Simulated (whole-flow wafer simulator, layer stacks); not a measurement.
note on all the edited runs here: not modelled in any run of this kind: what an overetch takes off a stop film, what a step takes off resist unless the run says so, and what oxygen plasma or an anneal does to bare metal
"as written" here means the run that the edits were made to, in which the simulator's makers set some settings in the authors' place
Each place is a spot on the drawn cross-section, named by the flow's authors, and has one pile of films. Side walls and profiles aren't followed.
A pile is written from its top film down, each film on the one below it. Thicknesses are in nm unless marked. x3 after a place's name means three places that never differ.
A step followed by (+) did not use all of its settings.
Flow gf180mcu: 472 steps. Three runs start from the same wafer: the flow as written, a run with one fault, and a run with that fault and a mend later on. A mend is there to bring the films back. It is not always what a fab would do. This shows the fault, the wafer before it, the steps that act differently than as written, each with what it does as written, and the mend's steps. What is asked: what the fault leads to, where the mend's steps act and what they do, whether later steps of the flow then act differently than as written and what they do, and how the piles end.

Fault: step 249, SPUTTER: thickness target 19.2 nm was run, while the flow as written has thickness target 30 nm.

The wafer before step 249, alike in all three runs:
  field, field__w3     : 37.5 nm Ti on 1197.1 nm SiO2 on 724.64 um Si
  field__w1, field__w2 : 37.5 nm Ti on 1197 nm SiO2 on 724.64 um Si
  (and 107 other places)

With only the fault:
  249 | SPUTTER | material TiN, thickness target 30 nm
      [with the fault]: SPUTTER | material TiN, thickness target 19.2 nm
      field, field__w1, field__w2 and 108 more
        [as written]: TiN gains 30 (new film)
        [with the fault]: TiN gains 19.2 (new film)
  Steps later in the flow that act otherwise than as written:
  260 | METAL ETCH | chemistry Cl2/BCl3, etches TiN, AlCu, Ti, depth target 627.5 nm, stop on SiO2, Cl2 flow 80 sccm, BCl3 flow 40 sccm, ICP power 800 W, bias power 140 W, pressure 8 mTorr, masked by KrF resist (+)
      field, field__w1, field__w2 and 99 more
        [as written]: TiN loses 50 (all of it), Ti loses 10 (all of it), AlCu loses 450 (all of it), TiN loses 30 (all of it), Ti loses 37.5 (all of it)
        [with the fault]: TiN loses 50 (all of it), Ti loses 10 (all of it), AlCu loses 450 (all of it), TiN loses 19.2 (all of it), Ti loses 37.5 (all of it)
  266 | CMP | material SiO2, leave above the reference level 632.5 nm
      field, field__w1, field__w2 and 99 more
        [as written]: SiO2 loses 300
        [with the fault]: SiO2 loses 310.8
  The piles end different from the flow's at field__w8, contact, m1 and 6 more by more than 2% or 0.5 nm, whichever is larger.
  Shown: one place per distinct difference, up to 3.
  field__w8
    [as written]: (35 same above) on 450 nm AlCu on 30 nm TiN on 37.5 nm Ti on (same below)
    [with the fault]: (35 same above) on 450 nm AlCu on 19.2 nm TiN on 37.5 nm Ti on (same below)
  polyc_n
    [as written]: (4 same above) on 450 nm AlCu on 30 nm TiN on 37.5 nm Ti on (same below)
    [with the fault]: (4 same above) on 450 nm AlCu on 19.2 nm TiN on 37.5 nm Ti on (same below)
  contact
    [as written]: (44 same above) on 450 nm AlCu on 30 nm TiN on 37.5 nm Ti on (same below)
    [with the fault]: (44 same above) on 450 nm AlCu on 19.2 nm TiN on 37.5 nm Ti on (same below)

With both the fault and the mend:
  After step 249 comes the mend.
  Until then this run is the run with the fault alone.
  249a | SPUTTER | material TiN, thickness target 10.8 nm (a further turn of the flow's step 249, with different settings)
      field, field__w1, field__w2 and 108 more
        TiN gains 10.8
  Later steps of the flow that are run all act as written at every place that is followed.
  At every place that both follow, the piles at the end match the flow's.
